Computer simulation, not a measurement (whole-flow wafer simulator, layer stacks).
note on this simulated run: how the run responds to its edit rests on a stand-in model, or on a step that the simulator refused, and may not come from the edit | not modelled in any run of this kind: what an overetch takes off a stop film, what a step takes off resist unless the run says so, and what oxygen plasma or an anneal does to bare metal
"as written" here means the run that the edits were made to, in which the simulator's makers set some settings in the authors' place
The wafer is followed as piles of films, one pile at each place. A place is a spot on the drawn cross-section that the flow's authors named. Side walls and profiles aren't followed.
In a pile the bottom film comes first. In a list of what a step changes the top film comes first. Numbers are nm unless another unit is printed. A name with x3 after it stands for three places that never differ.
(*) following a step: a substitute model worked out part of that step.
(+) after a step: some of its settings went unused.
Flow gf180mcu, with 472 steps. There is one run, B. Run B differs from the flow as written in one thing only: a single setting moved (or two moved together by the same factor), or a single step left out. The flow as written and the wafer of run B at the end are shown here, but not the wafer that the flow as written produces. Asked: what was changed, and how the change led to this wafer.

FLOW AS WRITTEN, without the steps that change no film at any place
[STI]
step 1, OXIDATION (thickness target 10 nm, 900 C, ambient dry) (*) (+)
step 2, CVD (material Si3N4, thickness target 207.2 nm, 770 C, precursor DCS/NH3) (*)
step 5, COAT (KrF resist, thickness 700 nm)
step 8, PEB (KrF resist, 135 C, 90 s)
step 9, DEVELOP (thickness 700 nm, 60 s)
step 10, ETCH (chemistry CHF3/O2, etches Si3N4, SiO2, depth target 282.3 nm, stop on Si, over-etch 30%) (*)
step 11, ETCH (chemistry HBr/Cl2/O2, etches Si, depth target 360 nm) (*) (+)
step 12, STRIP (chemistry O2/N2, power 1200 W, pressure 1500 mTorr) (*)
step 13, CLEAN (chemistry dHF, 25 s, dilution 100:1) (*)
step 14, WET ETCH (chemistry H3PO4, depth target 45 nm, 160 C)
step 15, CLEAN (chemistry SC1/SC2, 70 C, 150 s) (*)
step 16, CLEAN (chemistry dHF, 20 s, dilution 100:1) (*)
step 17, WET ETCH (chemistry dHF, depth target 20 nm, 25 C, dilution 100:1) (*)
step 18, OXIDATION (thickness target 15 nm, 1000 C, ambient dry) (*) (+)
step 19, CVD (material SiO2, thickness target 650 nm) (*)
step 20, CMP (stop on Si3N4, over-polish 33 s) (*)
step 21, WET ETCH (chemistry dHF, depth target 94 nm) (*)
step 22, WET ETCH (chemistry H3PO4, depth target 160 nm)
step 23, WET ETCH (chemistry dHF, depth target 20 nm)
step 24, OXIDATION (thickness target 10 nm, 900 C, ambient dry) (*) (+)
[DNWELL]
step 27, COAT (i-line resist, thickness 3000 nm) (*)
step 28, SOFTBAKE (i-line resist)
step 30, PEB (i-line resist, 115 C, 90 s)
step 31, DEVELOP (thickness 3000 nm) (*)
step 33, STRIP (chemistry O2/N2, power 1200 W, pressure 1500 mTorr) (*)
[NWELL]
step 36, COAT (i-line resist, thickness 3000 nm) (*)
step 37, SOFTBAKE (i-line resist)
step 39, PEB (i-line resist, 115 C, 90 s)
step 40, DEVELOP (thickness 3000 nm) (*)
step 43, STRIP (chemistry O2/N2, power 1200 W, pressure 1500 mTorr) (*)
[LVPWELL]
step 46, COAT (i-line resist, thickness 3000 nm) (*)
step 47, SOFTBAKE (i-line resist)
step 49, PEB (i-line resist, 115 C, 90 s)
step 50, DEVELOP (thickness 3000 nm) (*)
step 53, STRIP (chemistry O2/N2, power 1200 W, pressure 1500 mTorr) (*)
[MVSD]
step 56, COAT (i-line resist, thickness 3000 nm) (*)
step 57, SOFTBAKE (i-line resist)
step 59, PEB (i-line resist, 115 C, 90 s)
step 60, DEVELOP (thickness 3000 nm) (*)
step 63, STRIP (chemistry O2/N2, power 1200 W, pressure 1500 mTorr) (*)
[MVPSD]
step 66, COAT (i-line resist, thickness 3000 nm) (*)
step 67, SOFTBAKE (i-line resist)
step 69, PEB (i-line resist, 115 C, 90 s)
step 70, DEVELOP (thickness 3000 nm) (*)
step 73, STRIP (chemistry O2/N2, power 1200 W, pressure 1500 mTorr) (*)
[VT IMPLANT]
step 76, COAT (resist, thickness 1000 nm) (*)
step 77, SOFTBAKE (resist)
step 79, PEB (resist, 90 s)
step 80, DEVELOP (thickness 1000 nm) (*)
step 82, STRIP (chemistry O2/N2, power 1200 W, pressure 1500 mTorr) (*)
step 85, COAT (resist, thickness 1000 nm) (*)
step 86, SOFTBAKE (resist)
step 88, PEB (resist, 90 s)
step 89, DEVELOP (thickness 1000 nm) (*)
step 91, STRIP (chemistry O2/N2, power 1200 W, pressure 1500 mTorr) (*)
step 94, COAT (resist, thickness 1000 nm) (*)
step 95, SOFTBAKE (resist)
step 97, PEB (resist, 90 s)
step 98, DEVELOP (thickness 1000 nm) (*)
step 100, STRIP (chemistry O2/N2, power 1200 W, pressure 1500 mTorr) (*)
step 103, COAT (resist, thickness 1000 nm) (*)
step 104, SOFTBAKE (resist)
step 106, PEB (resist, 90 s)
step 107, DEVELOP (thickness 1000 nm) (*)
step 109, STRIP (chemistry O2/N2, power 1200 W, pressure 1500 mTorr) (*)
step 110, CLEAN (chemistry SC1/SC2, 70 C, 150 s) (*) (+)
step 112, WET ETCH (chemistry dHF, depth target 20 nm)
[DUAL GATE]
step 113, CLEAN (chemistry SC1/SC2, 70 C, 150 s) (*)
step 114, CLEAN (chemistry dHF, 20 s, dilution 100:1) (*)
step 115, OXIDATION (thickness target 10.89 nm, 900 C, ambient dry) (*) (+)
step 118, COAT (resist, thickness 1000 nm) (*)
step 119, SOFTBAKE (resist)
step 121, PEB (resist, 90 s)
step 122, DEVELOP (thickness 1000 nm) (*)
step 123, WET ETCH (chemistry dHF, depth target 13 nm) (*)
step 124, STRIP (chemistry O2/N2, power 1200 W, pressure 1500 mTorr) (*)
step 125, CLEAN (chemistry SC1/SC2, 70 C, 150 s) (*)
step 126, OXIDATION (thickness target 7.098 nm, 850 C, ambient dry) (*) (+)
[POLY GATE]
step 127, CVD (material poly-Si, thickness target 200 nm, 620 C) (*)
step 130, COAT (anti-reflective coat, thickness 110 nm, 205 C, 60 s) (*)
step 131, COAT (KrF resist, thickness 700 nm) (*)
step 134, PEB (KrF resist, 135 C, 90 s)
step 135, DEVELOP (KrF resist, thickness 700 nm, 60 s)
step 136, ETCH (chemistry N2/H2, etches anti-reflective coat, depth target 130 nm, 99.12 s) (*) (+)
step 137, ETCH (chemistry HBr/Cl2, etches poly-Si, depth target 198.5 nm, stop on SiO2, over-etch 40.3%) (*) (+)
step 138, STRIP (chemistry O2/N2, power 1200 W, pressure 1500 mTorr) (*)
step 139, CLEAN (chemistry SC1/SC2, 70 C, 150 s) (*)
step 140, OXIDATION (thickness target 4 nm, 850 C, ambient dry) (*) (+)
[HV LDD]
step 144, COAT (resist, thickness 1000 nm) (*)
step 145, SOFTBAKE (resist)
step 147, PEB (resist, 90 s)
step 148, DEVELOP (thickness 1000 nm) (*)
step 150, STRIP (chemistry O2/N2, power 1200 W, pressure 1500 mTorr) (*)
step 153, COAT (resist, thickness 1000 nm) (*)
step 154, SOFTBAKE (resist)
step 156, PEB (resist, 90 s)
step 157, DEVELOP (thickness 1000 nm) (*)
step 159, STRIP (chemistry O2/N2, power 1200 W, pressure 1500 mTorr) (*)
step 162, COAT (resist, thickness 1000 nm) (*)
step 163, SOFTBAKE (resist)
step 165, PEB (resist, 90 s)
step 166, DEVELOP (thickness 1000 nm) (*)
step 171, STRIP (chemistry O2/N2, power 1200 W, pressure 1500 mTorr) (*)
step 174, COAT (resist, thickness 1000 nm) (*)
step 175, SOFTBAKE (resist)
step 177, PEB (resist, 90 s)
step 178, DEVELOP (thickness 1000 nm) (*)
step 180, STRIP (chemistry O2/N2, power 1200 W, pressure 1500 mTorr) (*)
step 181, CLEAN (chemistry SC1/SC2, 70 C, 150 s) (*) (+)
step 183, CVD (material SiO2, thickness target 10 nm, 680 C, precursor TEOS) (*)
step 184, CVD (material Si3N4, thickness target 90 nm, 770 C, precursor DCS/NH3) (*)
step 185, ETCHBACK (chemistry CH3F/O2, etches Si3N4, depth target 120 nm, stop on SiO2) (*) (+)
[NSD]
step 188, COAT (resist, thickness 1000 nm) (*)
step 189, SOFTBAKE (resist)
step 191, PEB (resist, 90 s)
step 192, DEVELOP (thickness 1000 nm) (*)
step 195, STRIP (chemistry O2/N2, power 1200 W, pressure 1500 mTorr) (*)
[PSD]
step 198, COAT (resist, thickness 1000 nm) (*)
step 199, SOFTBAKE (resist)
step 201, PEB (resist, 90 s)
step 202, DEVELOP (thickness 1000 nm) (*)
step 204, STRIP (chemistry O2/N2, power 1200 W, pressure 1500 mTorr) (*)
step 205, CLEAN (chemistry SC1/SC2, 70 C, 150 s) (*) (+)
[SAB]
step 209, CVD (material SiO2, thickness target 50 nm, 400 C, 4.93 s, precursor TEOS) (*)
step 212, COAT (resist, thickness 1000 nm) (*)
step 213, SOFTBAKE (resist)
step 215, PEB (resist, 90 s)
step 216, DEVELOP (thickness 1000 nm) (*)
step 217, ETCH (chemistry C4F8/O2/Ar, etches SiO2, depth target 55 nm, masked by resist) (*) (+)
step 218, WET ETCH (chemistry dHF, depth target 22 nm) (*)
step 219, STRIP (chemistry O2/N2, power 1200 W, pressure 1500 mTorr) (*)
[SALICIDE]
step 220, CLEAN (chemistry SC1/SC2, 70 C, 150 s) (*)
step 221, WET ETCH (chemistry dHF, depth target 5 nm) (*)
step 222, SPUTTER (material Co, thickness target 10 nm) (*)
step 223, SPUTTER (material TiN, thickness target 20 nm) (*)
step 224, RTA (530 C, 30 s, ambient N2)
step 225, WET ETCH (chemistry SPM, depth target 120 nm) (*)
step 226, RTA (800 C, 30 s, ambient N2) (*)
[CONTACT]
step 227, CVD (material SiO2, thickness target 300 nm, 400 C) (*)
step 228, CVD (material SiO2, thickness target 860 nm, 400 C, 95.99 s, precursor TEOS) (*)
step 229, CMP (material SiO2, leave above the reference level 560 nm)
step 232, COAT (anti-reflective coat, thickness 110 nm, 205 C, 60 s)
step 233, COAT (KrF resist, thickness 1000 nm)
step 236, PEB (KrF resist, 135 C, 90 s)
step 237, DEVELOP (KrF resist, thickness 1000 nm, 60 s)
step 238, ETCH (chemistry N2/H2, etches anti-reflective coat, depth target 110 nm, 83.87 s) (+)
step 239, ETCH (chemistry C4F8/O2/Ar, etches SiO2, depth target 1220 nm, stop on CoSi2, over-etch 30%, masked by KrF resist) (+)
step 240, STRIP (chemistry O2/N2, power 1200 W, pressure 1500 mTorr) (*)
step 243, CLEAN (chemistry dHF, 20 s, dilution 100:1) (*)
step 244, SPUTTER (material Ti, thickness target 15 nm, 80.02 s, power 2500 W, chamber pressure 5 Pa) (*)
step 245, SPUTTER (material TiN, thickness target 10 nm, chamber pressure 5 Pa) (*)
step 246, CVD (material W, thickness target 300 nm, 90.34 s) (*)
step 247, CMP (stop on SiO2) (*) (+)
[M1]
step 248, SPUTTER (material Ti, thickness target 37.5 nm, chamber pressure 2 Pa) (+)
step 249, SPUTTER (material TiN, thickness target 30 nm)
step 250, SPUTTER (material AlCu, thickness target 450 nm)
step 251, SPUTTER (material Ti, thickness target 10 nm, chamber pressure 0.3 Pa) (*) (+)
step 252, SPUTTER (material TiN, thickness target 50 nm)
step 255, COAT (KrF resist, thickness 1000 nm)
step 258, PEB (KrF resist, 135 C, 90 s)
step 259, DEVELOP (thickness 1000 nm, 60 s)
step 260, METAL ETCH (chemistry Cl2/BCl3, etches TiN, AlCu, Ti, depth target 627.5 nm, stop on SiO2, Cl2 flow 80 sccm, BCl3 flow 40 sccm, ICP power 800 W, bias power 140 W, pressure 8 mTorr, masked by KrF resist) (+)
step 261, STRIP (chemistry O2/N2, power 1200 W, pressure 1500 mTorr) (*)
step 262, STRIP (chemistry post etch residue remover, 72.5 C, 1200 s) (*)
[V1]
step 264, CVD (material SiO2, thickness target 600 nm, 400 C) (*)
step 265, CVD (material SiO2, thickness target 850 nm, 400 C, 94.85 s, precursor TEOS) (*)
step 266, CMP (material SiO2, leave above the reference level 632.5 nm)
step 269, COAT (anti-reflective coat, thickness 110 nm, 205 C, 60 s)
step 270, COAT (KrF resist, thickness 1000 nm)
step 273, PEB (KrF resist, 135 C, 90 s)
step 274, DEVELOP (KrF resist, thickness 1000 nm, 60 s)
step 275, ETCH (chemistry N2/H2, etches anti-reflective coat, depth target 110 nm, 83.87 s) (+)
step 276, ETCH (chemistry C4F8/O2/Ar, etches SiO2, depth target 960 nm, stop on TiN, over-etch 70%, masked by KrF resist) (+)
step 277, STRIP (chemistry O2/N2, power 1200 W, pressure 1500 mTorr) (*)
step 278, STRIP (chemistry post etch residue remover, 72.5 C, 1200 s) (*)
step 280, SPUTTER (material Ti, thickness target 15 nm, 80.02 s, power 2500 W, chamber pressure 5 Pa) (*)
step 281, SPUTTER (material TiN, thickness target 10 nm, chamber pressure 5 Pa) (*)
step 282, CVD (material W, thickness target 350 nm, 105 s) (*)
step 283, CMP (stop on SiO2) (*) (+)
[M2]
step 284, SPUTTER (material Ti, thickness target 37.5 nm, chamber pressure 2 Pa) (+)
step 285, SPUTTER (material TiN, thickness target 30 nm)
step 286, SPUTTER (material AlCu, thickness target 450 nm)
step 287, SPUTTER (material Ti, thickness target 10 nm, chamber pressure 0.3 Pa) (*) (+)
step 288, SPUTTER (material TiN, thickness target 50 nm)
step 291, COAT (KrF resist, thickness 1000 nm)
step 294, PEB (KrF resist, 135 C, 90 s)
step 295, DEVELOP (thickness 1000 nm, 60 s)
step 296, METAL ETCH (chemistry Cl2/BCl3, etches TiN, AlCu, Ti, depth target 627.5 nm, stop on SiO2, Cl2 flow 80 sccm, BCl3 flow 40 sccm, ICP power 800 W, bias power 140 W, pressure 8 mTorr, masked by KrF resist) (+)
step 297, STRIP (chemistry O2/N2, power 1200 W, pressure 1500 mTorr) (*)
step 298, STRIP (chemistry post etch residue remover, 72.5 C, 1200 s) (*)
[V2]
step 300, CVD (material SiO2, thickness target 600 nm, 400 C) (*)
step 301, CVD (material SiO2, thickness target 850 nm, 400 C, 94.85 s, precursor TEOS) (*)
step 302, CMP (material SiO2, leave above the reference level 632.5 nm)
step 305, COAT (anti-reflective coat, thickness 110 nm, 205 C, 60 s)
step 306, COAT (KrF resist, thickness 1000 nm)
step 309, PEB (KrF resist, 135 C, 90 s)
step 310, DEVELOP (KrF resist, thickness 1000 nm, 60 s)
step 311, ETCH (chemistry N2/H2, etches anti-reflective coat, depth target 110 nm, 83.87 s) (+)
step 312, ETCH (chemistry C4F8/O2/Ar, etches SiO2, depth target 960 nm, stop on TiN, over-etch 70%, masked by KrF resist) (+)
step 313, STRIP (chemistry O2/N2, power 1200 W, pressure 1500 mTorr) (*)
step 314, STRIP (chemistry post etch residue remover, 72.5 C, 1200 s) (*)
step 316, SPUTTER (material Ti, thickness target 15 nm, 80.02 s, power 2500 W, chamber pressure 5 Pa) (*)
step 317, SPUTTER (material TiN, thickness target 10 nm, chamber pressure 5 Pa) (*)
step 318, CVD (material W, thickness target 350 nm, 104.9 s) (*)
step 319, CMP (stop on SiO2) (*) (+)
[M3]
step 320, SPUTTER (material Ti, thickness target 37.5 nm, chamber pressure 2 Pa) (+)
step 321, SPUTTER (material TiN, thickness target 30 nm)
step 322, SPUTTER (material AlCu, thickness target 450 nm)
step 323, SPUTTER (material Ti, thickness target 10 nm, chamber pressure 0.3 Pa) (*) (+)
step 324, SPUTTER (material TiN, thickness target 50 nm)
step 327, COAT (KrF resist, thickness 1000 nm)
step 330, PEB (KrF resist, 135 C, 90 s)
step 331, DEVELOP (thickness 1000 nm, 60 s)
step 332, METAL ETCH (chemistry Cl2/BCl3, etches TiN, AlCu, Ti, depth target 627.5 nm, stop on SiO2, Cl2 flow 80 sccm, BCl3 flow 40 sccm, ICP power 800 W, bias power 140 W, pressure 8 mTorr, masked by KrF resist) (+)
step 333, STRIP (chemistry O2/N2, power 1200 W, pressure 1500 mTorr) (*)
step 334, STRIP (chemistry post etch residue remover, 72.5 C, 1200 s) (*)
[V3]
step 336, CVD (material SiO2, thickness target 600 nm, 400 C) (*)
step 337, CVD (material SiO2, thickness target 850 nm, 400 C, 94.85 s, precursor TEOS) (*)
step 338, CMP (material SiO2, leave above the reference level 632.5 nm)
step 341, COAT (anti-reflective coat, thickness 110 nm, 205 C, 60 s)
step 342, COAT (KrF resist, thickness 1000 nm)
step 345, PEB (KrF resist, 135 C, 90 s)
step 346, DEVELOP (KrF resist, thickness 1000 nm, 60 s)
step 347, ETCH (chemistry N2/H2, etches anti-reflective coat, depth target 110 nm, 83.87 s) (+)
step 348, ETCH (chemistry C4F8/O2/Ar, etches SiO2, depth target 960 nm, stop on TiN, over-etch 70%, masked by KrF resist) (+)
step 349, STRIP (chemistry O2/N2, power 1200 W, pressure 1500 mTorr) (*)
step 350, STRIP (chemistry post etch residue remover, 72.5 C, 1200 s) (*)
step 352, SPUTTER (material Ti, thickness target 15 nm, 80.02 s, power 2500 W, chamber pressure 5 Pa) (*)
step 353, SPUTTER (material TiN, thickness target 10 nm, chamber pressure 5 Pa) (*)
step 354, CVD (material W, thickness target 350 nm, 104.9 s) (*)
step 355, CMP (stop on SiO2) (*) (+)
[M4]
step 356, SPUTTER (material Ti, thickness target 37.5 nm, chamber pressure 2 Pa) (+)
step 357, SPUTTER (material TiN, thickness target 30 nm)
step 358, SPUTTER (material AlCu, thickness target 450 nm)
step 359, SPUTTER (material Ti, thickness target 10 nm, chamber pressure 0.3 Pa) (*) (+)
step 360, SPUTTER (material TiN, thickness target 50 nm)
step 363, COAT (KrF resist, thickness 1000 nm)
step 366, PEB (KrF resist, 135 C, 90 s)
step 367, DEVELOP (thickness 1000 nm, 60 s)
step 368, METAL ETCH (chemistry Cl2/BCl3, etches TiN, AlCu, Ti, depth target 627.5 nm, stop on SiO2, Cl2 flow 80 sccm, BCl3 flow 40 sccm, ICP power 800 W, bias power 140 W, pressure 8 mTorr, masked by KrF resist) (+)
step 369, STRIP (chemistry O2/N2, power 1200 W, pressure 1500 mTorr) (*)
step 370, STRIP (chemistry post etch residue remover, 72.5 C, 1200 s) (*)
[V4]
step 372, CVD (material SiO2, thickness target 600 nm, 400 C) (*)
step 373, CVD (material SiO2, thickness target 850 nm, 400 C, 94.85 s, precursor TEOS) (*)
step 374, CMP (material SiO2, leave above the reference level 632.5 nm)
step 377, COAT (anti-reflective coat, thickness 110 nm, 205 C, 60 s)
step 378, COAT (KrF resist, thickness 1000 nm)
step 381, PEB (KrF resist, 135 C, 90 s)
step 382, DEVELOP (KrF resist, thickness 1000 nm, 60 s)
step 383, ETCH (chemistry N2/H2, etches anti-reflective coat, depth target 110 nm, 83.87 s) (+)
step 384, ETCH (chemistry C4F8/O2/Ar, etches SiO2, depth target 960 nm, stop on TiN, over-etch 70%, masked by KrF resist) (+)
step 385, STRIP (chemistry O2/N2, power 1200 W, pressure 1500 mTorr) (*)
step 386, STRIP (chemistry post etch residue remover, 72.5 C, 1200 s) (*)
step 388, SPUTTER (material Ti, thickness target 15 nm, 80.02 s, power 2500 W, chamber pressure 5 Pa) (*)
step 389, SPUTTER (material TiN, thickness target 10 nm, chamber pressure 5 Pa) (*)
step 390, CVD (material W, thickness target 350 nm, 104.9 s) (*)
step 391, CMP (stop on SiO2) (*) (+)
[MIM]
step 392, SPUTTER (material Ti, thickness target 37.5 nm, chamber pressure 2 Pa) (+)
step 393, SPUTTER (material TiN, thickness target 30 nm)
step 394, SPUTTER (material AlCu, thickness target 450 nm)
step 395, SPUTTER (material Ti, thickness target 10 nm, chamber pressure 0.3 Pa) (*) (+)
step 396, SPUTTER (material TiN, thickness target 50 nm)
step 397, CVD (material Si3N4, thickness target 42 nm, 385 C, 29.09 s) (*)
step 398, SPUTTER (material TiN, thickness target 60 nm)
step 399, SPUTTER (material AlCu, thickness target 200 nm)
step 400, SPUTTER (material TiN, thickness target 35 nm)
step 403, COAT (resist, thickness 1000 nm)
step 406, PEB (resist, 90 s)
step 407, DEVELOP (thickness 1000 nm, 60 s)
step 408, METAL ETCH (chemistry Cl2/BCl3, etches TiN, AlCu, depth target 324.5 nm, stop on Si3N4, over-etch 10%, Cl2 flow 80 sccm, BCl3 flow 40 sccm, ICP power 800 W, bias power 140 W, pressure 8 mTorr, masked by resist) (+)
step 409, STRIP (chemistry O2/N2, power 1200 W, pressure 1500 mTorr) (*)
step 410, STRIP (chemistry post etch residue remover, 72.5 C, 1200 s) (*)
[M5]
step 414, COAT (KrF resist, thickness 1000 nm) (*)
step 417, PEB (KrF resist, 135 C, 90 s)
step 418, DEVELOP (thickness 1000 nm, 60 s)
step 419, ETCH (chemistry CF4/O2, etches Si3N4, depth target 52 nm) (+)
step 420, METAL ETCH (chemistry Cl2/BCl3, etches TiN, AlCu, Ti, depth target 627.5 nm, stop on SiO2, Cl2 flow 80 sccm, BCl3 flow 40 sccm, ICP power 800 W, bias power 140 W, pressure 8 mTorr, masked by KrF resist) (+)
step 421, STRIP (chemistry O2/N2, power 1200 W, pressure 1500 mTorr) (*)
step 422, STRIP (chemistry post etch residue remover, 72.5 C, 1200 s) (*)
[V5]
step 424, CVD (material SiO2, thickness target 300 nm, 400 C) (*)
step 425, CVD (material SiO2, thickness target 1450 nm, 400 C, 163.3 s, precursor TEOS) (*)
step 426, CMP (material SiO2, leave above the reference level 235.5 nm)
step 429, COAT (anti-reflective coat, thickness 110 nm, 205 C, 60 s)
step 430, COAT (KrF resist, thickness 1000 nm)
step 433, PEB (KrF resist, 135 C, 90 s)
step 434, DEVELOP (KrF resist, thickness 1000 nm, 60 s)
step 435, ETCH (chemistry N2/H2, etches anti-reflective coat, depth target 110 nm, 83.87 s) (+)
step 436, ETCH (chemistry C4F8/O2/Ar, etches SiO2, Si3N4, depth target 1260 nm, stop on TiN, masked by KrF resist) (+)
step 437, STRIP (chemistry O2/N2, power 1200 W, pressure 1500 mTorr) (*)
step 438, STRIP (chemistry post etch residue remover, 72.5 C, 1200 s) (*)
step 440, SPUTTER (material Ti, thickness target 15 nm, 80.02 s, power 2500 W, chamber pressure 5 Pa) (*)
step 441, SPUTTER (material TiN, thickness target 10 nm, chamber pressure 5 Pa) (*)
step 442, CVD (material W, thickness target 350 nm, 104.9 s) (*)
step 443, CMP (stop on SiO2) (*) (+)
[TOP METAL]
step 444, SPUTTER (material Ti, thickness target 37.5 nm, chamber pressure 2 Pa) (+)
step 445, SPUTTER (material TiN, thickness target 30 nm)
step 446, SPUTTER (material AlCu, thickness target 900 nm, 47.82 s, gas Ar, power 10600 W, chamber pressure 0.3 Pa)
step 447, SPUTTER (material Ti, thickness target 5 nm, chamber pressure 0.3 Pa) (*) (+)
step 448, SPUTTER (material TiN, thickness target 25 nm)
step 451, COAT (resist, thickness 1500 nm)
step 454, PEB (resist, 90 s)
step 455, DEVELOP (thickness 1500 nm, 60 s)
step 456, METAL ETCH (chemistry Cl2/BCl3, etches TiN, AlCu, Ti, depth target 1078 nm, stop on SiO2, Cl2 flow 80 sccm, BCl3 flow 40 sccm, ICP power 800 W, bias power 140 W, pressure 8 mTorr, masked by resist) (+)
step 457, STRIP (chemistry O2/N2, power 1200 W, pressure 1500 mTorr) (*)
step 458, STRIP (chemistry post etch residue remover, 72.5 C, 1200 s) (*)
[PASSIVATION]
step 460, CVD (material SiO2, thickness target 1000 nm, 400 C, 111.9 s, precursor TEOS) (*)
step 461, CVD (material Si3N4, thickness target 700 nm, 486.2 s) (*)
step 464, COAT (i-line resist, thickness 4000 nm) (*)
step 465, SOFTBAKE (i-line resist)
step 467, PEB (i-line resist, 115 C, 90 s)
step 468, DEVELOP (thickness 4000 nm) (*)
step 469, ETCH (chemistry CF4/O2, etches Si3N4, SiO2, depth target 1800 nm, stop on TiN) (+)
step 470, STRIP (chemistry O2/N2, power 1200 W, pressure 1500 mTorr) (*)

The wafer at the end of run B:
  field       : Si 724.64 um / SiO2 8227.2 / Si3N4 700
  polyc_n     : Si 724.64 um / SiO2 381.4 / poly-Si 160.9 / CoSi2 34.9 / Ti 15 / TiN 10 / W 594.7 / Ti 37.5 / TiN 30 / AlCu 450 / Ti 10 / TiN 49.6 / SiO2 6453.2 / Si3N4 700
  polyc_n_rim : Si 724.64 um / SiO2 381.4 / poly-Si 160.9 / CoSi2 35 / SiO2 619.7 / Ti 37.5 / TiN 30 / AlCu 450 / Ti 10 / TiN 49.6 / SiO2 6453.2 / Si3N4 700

The reason: step 23, WET ETCH: depth target 10 nm was run, while the flow as written has depth target 20 nm.

Step by step, how the change led to this:
  step 23, WET ETCH (chemistry dHF, depth target 20 nm)
      field, field_sub, sti and 34 more: -13 SiO2 (as written it would have been: -26 SiO2)
  step 28, SOFTBAKE (i-line resist)
      n_well, nw_enc_fld_lv: +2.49 i-line resist (as written it would have been: +1.82 i-line resist)
      field: +4.21 i-line resist (as written it would have been: +3.04 i-line resist)
      (also at 45 further places)
  step 37, SOFTBAKE (i-line resist)
      n_well, nw_enc_fld_lv: +2.49 i-line resist (as written it would have been: +1.82 i-line resist)
      field: +4.21 i-line resist (as written it would have been: +3.04 i-line resist)
      (also at 45 further places)
  step 47, SOFTBAKE (i-line resist)
      n_well, nw_enc_fld_lv: +2.49 i-line resist (as written it would have been: +1.82 i-line resist)
      field: +4.21 i-line resist (as written it would have been: +3.04 i-line resist)
      (also at 45 further places)
  step 57, SOFTBAKE (i-line resist)
      n_well, nw_enc_fld_lv: +2.49 i-line resist (as written it would have been: +1.82 i-line resist)
      field: +4.21 i-line resist (as written it would have been: +3.04 i-line resist)
      (also at 45 further places)
  step 67, SOFTBAKE (i-line resist)
      n_well, nw_enc_fld_lv: +2.49 i-line resist (as written it would have been: +1.82 i-line resist)
      field: +4.21 i-line resist (as written it would have been: +3.04 i-line resist)
      (also at 45 further places)
  step 130, COAT (anti-reflective coat, thickness 110 nm, 205 C, 60 s) (*)
      p_well, spacer, sd_n: +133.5 anti-reflective coat (new film) (as written it would have been: +121 anti-reflective coat (new film))
      ld_body_p_dnw, vpnp_e: +122.7 anti-reflective coat (new film) (as written it would have been: +115.2 anti-reflective coat (new film))
      (also at 69 further places)
  step 136, ETCH (chemistry N2/H2, etches anti-reflective coat, depth target 130 nm, 99.12 s) (*) (+)
      p_well, spacer, sd_n: -133.5 anti-reflective coat (all of it), -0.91 poly-Si (as written it would have been: -121 anti-reflective coat (all of it), -1.23 poly-Si)
      field: -108.2 anti-reflective coat (all of it), -1.56 poly-Si (as written it would have been: -112.6 anti-reflective coat (all of it), -1.45 poly-Si)
      (also at 50 further places)
  step 138, STRIP (chemistry O2/N2, power 1200 W, pressure 1500 mTorr) (*)
      gate: +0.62 chemical SiO2 (new film), -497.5 KrF resist (all of it), -122.8 anti-reflective coat (all of it), -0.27 poly-Si (as written it would have been: +0.62 chemical SiO2 (new film), -496.5 KrF resist (all of it), -117 anti-reflective coat (all of it), -0.27 poly-Si)
      gate_hv: +0.62 chemical SiO2 (new film), -497.6 KrF resist (all of it), -113.3 anti-reflective coat (all of it), -0.27 poly-Si (as written it would have been: +0.62 chemical SiO2 (new film), -495.3 KrF resist (all of it), -109.8 anti-reflective coat (all of it), -0.27 poly-Si)
      (also at 18 further places)
  step 189, SOFTBAKE (resist)
      active_hv: +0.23 resist (as written it would have been: +0.78 resist)
      active_nat: +2.7 resist (as written it would have been: +1.71 resist)
  step 199, SOFTBAKE (resist)
      active_hv: +0.23 resist (as written it would have been: +0.78 resist)
      active_nat: +2.7 resist (as written it would have been: +1.71 resist)
  step 209, CVD (material SiO2, thickness target 50 nm, 400 C, 4.93 s, precursor TEOS) (*)
      active: +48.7 SiO2 (as written it would have been: +50 SiO2)
      ld_drn_p: +45 SiO2 (as written it would have been: +46 SiO2)
  step 218, WET ETCH (chemistry dHF, depth target 22 nm) (*)
      active: -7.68 SiO2 (all of it) (as written it would have been: -9.01 SiO2 (all of it))
      sd_p: -7.19 SiO2 (all of it) (as written it would have been: -8.12 SiO2 (all of it))
      (also at 2 further places)
  step 223, SPUTTER (material TiN, thickness target 20 nm) (*)
      ld_sd_n: +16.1 TiN (new film) (as written it would have been: +15.5 TiN (new film))
      ld_acc_p: +19.4 TiN (new film) (as written it would have been: +20 TiN (new film))
  step 225, WET ETCH (chemistry SPM, depth target 120 nm) (*)
      ld_sd_n: -16.1 TiN (all of it) (as written it would have been: -15.5 TiN (all of it))
      ld_acc_p: -19.4 TiN (all of it) (as written it would have been: -20 TiN (all of it))
  step 226, RTA (800 C, 30 s, ambient N2) (*)
      sd_p: +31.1 CoSi2 (new film), -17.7 CoSi (all of it), -16.1 Si (as written it would have been: +31.8 CoSi2 (new film), -18.1 CoSi (all of it), -16.5 Si)
  ... 1 other step ...
  step 239, ETCH (chemistry C4F8/O2/Ar, etches SiO2, depth target 1220 nm, stop on CoSi2, over-etch 30%, masked by KrF resist) (+)
      polyc_n, polyc_p: -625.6 SiO2 (all of it) (as written it would have been: -638.6 SiO2 (all of it))
